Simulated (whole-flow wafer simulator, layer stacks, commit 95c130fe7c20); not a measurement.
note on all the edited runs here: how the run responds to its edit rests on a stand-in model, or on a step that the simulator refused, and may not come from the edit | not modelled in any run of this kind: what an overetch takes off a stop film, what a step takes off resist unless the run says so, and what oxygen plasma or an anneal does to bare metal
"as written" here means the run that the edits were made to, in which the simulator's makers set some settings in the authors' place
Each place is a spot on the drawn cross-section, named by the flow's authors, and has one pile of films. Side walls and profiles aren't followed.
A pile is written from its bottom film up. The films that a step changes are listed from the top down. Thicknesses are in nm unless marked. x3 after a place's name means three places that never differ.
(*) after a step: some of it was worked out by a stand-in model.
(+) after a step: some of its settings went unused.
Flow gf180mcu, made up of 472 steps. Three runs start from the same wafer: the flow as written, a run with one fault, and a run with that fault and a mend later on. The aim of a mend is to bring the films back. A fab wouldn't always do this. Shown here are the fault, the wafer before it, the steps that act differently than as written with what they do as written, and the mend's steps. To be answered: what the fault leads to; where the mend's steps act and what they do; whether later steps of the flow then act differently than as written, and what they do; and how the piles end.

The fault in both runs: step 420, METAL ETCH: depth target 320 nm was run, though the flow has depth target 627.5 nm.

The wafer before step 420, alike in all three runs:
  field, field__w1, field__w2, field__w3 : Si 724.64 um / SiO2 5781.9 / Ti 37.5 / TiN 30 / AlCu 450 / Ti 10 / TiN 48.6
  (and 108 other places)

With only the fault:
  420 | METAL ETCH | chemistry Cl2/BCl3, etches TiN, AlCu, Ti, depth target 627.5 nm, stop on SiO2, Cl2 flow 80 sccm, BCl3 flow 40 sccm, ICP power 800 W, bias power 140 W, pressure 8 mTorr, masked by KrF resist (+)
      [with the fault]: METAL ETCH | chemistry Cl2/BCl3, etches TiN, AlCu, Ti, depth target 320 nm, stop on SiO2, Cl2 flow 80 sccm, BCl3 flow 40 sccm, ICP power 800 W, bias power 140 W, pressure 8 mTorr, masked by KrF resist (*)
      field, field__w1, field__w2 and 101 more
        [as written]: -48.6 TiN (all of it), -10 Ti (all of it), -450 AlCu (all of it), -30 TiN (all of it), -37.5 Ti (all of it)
        [with the fault]: -48.6 TiN (all of it), -10 Ti (all of it), -261.4 AlCu
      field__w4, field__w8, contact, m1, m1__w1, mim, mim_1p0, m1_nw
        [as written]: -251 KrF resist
        [with the fault]: -128 KrF resist
  Later steps of the flow acting differently than as written (1 other step is not shown; it differs only slightly, by no more than 2% or 0.5 nm, whichever is larger):
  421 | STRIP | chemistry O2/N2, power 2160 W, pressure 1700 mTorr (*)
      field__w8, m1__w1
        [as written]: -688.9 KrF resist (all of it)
        [with the fault]: -811.9 KrF resist (all of it)
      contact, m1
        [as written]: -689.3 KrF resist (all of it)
        [with the fault]: -812.3 KrF resist (all of it)
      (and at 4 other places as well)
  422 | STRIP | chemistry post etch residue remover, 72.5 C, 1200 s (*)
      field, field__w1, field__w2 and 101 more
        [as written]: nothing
        [with the fault]: -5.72 AlCu
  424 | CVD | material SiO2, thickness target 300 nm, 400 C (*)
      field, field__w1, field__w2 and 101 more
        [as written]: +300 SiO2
        [with the fault]: +300 SiO2 (new film)
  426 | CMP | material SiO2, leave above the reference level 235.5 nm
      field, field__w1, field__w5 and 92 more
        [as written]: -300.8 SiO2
        [with the fault]: -551.2 SiO2
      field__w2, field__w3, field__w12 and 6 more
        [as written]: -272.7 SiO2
        [with the fault]: -534.4 SiO2
  The piles end different from the flow's at field, field__w1, field__w2 and 101 more by more than 2% or 0.5 nm, whichever is larger.
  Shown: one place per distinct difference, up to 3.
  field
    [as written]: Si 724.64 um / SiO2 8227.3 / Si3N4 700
    [with the fault]: Si 724.64 um / SiO2 5781.9 / Ti 37.5 / TiN 30 / AlCu 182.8 / SiO2 2195 / Si3N4 700
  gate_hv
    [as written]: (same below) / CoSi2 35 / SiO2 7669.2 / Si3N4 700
    [with the fault]: (same below) / CoSi2 35 / SiO2 5223.8 / Ti 37.5 / TiN 30 / AlCu 182.8 / SiO2 2195 / Si3N4 700
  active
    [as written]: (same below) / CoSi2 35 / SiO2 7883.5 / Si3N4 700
    [with the fault]: (same below) / CoSi2 35 / SiO2 5438.1 / Ti 37.5 / TiN 30 / AlCu 182.8 / SiO2 2195 / Si3N4 700

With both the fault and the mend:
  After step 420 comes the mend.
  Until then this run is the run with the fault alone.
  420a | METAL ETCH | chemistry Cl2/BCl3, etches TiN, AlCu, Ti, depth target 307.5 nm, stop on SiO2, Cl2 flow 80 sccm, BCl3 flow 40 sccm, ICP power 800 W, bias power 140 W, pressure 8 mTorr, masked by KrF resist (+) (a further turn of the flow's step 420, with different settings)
      field, field__w1, field__w2 and 101 more
        -188.6 AlCu (all of it), -30 TiN (all of it), -37.5 Ti (all of it)
      field__w4, field__w8, contact, m1, m1__w1, mim, mim_1p0, m1_nw
        -123 KrF resist
  Every later step of the flow that is run acts as written at every place that is followed.
  By the end, the piles equal the flow's at every place that both follow.
